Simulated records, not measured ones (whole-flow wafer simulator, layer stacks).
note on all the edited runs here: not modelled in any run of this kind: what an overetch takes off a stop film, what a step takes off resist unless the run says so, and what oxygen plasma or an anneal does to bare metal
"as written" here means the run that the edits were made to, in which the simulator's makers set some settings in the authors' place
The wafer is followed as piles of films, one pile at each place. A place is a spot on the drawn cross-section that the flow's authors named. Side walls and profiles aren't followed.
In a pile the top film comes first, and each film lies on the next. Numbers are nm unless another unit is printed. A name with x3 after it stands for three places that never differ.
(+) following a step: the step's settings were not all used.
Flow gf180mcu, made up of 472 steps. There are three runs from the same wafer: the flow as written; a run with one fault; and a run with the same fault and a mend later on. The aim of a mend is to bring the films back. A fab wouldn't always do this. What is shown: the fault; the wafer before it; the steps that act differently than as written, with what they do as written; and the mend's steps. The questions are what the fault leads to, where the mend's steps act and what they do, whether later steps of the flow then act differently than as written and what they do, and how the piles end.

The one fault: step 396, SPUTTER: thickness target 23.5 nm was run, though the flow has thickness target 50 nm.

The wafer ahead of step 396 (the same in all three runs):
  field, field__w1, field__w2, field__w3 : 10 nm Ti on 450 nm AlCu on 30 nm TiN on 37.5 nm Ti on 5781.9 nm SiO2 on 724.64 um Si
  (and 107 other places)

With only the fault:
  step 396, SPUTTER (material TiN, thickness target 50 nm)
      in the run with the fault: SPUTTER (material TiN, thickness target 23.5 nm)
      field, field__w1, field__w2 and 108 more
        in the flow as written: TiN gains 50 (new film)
        in the run with the fault: TiN gains 23.5 (new film)
  Steps later in the flow that act otherwise than as written (1 more step, not shown, differs only slightly: by at most 2% or 0.5 nm, whichever is larger):
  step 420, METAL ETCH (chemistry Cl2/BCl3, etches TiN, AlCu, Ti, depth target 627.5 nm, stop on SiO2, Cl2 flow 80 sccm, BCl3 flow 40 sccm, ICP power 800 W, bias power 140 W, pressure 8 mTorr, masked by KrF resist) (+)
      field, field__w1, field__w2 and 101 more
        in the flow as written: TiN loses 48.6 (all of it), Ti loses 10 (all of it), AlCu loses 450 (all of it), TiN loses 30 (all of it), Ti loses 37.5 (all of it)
        in the run with the fault: TiN loses 22.1 (all of it), Ti loses 10 (all of it), AlCu loses 450 (all of it), TiN loses 30 (all of it), Ti loses 37.5 (all of it)
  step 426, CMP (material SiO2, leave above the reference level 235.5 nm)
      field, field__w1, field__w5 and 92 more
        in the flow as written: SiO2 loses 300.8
        in the run with the fault: SiO2 loses 327.3
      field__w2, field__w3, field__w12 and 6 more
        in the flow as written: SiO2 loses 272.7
        in the run with the fault: SiO2 loses 300.4
  The piles end different from the flow's at field__w4, field__w8, contact, m1, m1__w1, mim, mim_1p0, m1_nw by more than 2% or 0.5 nm, whichever is larger.
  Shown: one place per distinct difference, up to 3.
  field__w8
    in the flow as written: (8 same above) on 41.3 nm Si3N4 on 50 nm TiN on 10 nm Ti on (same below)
    in the run with the fault: (8 same above) on 41.3 nm Si3N4 on 23.5 nm TiN on 10 nm Ti on (same below)
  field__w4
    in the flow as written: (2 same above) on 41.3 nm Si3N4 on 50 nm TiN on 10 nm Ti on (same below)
    in the run with the fault: (2 same above) on 41.3 nm Si3N4 on 23.5 nm TiN on 10 nm Ti on (same below)
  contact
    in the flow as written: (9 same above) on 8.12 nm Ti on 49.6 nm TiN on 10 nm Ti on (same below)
    in the run with the fault: (9 same above) on 8.12 nm Ti on 23.1 nm TiN on 10 nm Ti on (same below)

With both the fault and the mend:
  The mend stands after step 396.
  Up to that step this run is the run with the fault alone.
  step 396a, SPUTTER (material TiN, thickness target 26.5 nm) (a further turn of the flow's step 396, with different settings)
      field, field__w1, field__w2 and 108 more
        TiN gains 26.5
  None of the later steps of the flow acts differently than as written at any place that is followed.
  By the end, the piles equal the flow's at every place that both follow.
